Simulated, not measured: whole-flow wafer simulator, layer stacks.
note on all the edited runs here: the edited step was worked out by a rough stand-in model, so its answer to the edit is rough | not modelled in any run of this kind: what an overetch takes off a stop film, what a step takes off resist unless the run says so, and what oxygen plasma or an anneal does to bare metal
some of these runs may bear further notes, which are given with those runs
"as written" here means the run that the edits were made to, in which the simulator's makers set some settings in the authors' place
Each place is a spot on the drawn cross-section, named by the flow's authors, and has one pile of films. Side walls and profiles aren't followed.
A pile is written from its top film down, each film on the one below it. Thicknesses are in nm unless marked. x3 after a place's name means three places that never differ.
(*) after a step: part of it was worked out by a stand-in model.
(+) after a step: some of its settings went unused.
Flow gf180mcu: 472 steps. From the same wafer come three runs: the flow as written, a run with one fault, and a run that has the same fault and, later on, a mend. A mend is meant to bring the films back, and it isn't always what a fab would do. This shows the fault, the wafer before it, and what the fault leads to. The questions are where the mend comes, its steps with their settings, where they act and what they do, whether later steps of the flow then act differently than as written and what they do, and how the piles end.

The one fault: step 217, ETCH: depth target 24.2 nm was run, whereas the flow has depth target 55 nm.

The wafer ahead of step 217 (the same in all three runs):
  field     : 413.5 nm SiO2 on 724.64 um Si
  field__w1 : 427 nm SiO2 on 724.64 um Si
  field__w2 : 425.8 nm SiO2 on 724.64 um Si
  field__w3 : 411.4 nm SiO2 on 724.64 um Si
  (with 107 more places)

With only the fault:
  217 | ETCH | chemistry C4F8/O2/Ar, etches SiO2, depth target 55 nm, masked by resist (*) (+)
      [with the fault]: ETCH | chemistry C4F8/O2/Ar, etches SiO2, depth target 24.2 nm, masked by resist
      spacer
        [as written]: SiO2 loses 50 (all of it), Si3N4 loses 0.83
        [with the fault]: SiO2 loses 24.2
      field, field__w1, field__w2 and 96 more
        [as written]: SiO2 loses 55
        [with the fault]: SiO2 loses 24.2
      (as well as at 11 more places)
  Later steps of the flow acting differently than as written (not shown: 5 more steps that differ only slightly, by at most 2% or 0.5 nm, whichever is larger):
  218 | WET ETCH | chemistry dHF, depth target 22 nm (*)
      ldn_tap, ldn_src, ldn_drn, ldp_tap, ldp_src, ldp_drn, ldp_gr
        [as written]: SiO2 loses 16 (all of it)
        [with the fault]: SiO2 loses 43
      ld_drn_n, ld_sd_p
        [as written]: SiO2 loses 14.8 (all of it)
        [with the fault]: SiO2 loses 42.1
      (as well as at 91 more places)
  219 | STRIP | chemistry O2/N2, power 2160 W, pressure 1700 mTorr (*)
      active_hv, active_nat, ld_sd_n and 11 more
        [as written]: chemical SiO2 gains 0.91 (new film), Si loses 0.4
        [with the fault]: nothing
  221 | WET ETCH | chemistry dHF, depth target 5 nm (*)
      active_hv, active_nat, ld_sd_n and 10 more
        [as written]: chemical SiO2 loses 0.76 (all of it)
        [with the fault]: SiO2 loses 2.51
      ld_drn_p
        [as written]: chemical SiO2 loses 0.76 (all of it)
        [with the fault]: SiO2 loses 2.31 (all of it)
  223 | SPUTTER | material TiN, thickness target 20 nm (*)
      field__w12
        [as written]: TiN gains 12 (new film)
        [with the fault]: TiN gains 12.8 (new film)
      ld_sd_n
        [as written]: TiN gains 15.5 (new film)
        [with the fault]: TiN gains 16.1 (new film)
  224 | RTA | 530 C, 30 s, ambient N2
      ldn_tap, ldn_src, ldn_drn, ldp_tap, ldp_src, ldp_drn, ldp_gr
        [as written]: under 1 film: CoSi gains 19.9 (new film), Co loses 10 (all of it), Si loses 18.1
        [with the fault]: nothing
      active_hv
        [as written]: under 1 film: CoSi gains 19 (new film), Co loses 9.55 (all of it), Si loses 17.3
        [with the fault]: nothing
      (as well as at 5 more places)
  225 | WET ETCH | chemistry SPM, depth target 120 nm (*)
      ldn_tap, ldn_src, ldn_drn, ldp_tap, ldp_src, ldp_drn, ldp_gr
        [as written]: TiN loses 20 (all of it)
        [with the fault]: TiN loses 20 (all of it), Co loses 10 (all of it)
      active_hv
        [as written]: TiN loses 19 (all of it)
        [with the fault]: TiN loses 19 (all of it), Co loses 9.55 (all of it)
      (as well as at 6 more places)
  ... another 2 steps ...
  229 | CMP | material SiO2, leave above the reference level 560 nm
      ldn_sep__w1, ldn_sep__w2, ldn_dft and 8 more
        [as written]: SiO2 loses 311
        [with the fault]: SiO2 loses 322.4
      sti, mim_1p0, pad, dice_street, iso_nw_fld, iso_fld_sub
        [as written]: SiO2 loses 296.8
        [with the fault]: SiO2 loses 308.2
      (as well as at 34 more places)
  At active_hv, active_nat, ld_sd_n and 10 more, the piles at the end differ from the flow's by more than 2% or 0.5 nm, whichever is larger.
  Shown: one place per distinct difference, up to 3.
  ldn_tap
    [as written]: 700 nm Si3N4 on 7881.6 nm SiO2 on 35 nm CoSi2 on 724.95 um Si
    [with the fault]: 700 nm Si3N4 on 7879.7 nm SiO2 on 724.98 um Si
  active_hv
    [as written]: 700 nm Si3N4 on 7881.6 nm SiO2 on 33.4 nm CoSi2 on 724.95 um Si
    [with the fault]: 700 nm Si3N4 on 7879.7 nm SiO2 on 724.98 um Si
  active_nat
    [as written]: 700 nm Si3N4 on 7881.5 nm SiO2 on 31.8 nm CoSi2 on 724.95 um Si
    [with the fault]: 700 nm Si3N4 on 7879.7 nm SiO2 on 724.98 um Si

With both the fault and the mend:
  The mend follows step 217.
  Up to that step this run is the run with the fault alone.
  217a | ETCH | chemistry C4F8/O2/Ar, etches SiO2, depth target 30.8 nm, masked by resist (*) (+) (a further turn of the flow's step 217, with different settings)
      field, field__w1, field__w2 and 96 more
        SiO2 loses 30.8
      field__w5, field__w9, field__w13 and 8 more
        resist loses 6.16
      spacer
        SiO2 loses 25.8 (all of it), Si3N4 loses 0.83
  Later steps of the flow that are run all act as written at every place that is followed, up to a difference of at most 2% or 0.5 nm, whichever is larger.
  At the end the piles are close to the flow's at the places that both follow, differing by at most 2% or 0.5 nm, whichever is larger.
